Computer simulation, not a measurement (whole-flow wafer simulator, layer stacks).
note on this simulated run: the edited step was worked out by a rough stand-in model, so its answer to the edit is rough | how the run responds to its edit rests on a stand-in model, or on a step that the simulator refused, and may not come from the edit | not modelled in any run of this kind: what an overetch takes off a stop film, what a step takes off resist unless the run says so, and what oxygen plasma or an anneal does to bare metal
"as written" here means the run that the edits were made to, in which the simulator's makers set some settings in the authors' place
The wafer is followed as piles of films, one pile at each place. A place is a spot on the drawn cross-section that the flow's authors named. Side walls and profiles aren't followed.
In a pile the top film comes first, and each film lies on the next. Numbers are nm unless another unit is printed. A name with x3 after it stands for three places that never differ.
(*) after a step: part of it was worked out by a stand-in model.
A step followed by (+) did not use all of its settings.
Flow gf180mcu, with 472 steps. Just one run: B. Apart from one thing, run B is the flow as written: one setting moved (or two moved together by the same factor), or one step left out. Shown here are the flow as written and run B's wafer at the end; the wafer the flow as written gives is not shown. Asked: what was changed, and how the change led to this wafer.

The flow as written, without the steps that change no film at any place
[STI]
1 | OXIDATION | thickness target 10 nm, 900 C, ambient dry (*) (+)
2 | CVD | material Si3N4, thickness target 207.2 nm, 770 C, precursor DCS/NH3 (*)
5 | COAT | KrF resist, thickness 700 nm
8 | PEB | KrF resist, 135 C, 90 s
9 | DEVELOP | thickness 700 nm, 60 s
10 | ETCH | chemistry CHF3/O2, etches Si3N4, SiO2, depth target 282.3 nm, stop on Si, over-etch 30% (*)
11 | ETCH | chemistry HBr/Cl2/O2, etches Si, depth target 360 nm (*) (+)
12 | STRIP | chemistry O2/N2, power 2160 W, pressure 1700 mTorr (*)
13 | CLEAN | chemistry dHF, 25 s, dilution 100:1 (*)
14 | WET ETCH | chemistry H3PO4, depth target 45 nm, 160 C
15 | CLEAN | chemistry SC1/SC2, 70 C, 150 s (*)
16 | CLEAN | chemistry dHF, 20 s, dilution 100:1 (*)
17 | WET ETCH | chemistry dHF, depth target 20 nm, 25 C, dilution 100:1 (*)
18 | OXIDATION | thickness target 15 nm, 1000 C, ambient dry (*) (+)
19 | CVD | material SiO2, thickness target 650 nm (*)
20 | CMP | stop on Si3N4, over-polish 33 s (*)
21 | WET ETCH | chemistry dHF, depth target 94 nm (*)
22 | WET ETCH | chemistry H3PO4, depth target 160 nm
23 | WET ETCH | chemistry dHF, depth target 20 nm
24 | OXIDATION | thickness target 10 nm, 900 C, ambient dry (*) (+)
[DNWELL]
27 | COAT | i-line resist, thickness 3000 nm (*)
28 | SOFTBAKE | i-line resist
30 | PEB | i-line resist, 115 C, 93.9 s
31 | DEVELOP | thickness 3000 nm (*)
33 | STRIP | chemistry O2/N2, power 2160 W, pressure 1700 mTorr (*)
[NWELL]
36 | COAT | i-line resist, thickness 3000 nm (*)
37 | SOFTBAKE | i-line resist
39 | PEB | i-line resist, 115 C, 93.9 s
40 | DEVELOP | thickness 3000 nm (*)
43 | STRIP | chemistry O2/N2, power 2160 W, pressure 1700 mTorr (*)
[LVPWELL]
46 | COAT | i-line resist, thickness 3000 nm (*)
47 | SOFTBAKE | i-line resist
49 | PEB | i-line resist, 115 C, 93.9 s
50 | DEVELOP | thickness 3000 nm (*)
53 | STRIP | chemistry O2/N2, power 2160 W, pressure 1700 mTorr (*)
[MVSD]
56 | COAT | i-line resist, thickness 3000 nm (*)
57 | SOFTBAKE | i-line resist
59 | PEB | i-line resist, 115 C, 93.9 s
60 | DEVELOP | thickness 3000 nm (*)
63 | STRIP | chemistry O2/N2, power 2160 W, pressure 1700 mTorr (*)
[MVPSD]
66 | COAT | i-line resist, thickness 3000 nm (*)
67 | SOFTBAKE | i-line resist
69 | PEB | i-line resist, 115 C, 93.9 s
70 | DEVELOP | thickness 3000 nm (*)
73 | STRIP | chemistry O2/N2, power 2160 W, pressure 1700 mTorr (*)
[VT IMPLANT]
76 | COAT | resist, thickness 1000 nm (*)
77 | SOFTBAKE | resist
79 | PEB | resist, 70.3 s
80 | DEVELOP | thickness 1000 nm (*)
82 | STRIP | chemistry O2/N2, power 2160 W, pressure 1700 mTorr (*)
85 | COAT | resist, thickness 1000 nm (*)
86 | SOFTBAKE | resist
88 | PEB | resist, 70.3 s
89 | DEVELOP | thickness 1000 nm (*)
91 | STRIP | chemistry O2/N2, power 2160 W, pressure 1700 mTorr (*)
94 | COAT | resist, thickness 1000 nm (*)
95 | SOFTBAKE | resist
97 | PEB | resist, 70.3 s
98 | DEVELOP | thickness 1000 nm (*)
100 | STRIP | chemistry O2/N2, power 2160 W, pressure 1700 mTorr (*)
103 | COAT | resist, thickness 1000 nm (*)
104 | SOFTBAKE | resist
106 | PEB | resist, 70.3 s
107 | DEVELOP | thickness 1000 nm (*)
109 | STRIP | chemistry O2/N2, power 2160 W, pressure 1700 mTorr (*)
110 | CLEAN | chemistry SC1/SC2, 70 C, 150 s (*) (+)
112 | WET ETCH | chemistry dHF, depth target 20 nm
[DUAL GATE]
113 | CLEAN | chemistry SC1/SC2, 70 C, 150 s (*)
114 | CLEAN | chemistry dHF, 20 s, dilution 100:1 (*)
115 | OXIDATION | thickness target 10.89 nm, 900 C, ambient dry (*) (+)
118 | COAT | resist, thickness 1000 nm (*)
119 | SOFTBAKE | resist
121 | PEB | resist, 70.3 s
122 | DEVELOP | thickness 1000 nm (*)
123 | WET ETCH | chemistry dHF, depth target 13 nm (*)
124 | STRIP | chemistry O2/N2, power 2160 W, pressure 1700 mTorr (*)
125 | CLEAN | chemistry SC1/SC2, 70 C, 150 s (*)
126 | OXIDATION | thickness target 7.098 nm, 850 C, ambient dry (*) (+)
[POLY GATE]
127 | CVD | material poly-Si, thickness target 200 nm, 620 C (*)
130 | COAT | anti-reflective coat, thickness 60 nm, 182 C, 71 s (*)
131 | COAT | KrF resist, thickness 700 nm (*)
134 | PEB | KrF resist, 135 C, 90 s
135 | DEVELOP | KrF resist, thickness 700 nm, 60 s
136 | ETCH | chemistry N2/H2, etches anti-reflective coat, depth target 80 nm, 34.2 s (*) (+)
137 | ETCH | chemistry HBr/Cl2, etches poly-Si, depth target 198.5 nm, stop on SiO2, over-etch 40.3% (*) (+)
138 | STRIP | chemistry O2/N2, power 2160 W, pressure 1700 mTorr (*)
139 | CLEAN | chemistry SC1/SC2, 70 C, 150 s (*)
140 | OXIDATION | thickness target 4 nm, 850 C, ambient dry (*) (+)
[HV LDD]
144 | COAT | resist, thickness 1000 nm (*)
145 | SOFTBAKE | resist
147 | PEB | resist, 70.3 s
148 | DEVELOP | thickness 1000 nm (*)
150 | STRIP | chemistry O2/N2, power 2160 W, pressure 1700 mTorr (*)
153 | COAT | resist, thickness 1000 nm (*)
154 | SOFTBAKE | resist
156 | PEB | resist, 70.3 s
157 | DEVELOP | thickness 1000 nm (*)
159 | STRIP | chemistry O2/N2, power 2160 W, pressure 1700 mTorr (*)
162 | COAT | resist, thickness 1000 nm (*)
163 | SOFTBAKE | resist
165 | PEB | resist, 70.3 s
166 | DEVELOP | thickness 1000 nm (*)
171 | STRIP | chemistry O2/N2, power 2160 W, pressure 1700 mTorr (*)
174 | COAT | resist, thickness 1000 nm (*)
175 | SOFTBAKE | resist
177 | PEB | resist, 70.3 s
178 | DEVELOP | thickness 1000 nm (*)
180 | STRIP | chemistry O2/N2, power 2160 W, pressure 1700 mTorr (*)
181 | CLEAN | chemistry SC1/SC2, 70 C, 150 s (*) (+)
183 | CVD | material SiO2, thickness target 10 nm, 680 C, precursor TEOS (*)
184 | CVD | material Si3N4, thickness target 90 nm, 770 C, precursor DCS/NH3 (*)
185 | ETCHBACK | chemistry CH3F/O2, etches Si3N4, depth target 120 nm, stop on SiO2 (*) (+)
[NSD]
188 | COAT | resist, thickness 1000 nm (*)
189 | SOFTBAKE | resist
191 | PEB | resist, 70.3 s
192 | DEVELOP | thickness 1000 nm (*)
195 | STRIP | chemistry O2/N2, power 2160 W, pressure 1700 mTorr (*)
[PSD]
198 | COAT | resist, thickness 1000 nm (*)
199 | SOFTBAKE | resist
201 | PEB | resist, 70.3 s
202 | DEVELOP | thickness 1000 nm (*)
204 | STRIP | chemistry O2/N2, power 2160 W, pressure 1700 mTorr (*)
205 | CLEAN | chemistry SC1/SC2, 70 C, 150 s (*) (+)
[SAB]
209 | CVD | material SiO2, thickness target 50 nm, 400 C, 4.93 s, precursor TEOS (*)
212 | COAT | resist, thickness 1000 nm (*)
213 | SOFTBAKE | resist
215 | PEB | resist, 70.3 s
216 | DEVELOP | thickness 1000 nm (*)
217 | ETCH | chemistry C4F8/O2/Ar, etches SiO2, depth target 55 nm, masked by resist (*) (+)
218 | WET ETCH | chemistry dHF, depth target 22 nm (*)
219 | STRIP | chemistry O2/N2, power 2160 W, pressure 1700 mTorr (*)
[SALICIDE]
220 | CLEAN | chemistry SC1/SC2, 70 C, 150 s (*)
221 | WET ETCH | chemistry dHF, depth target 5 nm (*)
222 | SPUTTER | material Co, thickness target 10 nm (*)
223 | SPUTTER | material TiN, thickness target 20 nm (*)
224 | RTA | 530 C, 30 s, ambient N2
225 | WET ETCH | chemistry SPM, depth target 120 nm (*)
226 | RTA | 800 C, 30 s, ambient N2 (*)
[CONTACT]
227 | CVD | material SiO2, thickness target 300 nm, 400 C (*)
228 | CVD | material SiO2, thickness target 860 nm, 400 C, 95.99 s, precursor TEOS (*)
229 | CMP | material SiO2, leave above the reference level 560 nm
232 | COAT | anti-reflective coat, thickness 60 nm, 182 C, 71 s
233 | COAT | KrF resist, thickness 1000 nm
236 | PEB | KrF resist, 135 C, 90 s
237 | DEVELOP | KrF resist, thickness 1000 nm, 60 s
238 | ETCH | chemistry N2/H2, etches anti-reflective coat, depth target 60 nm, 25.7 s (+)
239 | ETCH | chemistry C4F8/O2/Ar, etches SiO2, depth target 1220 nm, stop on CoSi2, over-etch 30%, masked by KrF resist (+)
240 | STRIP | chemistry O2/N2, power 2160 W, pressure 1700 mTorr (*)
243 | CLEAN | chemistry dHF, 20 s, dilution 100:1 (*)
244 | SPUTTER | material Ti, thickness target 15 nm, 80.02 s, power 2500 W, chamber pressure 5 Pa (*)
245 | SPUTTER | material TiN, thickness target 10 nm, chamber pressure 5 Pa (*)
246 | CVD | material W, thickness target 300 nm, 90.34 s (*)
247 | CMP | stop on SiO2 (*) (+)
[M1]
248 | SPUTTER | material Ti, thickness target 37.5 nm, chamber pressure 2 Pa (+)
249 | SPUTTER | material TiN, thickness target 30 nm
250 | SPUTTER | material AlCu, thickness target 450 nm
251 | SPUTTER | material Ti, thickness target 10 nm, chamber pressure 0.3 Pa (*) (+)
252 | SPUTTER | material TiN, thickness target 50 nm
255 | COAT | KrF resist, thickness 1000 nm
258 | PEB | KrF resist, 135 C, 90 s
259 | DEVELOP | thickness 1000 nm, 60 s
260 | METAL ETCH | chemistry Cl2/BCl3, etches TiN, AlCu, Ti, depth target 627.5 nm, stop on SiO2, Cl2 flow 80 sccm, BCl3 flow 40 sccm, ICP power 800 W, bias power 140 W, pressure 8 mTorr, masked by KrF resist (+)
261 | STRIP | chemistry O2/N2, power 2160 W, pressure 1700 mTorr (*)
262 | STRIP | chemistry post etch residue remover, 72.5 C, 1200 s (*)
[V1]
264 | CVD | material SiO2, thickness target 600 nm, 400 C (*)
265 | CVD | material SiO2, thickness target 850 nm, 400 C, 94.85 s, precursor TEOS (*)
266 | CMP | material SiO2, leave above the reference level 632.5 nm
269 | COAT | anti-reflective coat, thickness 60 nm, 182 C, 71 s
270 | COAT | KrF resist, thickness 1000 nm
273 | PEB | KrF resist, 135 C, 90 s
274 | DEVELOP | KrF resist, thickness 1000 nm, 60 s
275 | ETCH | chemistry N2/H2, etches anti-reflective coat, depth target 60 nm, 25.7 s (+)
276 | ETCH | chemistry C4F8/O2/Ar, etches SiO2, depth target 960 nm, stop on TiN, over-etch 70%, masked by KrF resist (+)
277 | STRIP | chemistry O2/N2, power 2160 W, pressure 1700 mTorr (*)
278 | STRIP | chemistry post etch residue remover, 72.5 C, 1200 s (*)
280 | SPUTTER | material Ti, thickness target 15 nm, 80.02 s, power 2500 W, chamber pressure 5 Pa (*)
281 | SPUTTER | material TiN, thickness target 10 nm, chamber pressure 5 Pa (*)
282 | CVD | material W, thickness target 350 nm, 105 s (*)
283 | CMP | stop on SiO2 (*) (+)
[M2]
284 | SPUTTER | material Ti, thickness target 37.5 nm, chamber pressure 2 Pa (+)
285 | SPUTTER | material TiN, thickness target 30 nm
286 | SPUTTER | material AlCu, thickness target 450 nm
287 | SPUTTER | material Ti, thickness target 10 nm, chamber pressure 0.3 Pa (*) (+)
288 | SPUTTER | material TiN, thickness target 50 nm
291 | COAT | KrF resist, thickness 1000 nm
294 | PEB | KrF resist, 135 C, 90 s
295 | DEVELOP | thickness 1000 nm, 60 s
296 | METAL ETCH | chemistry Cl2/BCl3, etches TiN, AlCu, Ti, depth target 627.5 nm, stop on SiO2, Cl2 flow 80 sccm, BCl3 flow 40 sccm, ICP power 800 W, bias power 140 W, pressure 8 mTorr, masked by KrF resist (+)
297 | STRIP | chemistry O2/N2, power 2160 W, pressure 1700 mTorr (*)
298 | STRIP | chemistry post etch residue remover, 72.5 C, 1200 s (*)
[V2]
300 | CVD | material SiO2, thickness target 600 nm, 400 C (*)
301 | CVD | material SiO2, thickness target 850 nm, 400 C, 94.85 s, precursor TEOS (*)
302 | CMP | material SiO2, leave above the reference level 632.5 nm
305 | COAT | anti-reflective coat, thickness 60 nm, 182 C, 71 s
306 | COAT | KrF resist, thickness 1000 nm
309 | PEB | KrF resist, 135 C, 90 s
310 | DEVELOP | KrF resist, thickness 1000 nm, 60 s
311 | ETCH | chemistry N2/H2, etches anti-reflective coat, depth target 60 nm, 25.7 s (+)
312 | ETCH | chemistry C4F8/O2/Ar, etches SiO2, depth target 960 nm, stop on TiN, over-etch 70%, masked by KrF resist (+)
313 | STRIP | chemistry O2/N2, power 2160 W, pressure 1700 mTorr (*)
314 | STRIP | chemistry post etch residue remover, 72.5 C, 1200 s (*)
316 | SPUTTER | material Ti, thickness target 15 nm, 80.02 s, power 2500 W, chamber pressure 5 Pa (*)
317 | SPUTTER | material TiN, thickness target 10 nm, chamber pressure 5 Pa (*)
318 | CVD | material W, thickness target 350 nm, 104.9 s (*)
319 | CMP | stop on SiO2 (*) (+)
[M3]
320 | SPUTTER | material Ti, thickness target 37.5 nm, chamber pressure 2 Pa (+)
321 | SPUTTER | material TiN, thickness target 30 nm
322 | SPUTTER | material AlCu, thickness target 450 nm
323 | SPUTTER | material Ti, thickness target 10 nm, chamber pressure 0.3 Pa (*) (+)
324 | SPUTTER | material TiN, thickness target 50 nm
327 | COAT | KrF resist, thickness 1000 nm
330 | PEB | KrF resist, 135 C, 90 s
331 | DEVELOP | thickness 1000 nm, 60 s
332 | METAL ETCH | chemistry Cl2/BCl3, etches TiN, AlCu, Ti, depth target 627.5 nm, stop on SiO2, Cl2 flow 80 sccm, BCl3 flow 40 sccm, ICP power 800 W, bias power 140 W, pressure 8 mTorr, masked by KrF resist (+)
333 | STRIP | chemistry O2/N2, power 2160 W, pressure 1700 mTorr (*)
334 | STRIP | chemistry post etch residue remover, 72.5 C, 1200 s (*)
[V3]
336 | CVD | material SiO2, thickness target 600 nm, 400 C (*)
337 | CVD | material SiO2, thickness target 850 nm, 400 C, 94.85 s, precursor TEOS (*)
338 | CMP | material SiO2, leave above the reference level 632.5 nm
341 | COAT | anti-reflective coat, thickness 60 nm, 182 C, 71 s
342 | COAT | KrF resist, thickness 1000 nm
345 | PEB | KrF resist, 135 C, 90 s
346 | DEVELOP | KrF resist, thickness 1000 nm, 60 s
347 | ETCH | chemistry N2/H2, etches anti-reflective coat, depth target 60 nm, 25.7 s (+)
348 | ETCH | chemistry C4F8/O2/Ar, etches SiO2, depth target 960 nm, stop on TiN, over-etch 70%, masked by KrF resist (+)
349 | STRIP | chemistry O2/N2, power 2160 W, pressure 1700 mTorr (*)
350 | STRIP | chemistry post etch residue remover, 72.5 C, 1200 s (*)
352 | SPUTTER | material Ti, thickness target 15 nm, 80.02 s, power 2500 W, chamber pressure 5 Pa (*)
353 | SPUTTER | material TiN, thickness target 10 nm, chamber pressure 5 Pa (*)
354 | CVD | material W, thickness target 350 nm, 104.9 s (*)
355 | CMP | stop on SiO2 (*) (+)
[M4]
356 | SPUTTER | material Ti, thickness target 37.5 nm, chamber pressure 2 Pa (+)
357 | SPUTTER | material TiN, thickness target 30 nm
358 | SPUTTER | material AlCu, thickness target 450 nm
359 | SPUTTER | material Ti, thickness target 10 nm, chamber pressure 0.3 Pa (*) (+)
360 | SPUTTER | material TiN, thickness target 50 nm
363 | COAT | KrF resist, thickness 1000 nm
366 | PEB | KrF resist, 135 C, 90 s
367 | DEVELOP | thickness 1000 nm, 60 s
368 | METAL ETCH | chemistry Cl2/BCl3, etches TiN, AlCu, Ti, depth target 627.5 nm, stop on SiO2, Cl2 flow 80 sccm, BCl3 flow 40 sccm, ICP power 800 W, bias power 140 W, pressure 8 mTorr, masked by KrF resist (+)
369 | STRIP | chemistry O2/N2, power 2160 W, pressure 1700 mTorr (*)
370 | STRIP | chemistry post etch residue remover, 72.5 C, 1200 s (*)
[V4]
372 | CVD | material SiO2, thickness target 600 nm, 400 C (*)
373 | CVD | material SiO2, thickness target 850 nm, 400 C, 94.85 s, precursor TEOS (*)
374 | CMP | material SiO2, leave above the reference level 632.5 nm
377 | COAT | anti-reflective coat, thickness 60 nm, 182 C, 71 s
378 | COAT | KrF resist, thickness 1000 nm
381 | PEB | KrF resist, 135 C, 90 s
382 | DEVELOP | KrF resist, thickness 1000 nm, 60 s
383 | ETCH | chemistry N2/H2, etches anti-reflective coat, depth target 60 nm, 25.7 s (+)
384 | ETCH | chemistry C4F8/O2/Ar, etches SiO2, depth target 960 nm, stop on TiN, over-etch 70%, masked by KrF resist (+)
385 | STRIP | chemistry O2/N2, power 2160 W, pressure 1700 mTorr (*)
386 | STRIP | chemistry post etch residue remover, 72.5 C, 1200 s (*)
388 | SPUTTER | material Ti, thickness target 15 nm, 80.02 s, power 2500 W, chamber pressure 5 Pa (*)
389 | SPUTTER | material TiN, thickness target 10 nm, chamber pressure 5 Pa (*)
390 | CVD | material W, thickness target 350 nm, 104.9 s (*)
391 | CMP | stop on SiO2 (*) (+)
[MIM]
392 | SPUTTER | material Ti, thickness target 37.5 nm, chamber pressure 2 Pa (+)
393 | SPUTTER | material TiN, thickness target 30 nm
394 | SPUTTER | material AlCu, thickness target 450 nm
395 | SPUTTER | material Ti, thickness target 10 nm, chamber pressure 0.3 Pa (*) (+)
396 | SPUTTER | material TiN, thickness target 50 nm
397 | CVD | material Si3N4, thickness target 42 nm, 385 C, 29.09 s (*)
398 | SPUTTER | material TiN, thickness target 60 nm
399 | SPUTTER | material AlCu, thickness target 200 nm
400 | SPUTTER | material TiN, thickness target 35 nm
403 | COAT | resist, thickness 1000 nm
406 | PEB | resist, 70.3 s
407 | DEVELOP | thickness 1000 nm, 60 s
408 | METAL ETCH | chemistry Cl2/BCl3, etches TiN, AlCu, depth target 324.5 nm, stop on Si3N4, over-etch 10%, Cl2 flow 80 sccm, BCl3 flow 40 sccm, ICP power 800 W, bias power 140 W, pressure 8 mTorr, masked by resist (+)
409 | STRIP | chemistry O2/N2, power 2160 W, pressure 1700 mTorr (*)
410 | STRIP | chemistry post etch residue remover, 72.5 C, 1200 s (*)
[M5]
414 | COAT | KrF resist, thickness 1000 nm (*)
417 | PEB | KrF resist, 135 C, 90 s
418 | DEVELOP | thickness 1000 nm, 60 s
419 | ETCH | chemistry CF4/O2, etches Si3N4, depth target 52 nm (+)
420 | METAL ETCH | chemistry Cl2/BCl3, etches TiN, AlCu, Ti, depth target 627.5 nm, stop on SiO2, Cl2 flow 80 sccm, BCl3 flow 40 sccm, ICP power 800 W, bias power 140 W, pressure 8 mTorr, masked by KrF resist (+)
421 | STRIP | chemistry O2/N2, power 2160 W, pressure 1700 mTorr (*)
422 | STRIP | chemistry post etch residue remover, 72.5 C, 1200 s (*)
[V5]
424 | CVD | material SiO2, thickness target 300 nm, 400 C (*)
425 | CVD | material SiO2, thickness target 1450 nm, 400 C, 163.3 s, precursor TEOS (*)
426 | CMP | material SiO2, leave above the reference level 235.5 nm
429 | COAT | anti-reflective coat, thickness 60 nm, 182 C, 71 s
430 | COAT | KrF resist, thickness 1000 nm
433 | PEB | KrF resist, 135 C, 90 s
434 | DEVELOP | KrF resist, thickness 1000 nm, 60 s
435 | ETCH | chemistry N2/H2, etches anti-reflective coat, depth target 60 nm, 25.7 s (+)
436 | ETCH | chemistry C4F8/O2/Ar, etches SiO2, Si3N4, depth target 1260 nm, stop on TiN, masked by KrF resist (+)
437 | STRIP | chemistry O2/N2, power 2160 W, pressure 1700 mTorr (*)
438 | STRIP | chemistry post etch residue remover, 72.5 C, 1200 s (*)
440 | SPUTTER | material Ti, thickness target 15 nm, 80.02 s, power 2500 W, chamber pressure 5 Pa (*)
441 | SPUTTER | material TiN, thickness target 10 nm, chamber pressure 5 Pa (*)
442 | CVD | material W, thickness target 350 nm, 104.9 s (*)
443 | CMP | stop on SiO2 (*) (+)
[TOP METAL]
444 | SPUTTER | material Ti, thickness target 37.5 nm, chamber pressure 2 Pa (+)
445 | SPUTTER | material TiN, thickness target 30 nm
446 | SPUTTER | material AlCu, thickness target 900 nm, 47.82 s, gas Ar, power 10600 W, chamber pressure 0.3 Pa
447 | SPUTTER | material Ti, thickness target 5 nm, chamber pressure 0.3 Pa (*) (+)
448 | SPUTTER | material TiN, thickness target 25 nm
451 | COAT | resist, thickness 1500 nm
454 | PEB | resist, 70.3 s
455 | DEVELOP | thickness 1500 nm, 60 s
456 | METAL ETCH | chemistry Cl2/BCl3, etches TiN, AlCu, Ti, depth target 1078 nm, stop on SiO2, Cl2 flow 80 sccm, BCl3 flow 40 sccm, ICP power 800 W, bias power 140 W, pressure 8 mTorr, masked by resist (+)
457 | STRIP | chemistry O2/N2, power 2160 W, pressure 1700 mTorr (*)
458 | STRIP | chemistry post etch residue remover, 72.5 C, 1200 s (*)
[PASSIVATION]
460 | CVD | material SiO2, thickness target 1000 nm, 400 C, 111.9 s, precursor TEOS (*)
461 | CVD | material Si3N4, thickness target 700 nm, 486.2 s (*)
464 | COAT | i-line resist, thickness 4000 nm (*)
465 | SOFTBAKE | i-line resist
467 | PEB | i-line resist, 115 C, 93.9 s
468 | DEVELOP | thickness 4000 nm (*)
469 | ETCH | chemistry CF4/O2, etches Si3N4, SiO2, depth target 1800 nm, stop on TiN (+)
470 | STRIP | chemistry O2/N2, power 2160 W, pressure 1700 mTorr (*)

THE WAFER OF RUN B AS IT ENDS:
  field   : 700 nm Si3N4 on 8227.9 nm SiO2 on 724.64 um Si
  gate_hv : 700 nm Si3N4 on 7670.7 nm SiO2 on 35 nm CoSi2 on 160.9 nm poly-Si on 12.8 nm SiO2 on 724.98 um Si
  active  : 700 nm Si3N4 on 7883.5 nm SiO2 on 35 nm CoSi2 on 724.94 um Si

The reason: step 126, OXIDATION: thickness target 5.324 nm was run, whereas the flow has thickness target 7.098 nm.

Step by step, how the change led to this:
  126 | OXIDATION | thickness target 7.098 nm, 850 C, ambient dry (*) (+)
      gate_hv, active_hv, active_nat and 25 more: SiO2 gains 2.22, Si loses 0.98 (as written it would have been: SiO2 gains 3.72, Si loses 1.64)
      active, n_well, p_well and 12 more: SiO2 gains 5.32 (new film), chemical SiO2 loses 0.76 (all of it), Si loses 2.01 (as written it would have been: SiO2 gains 7.1 (new film), chemical SiO2 loses 0.76 (all of it), Si loses 2.79)
  189 | SOFTBAKE | resist
      field__w9: resist loses 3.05 (as written it would have been: resist gains 6.92)
  199 | SOFTBAKE | resist
      field__w9: resist loses 3.05 (as written it would have been: resist gains 6.92)
  218 | WET ETCH | chemistry dHF, depth target 22 nm (*)
      active, p_well, sd_n, iso_ptap_pw, iso_ntap_nw, iso_ptap_sub, vpnp_e: SiO2 loses 7.4 (all of it) (as written it would have been: SiO2 loses 9.01 (all of it))
      ldn_tap, ldn_src, ldn_drn, ldp_tap, ldp_src, ldp_drn, ldp_gr: SiO2 loses 14.5 (all of it) (as written it would have been: SiO2 loses 16 (all of it))
      (also at 9 further places)
  223 | SPUTTER | material TiN, thickness target 20 nm (*)
      field__w12: TiN gains 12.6 (new film) (as written it would have been: TiN gains 12 (new film))
  225 | WET ETCH | chemistry SPM, depth target 120 nm (*)
      field__w12: TiN loses 12.6 (all of it), Co loses 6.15 (all of it) (as written it would have been: TiN loses 12 (all of it), Co loses 6.15 (all of it))
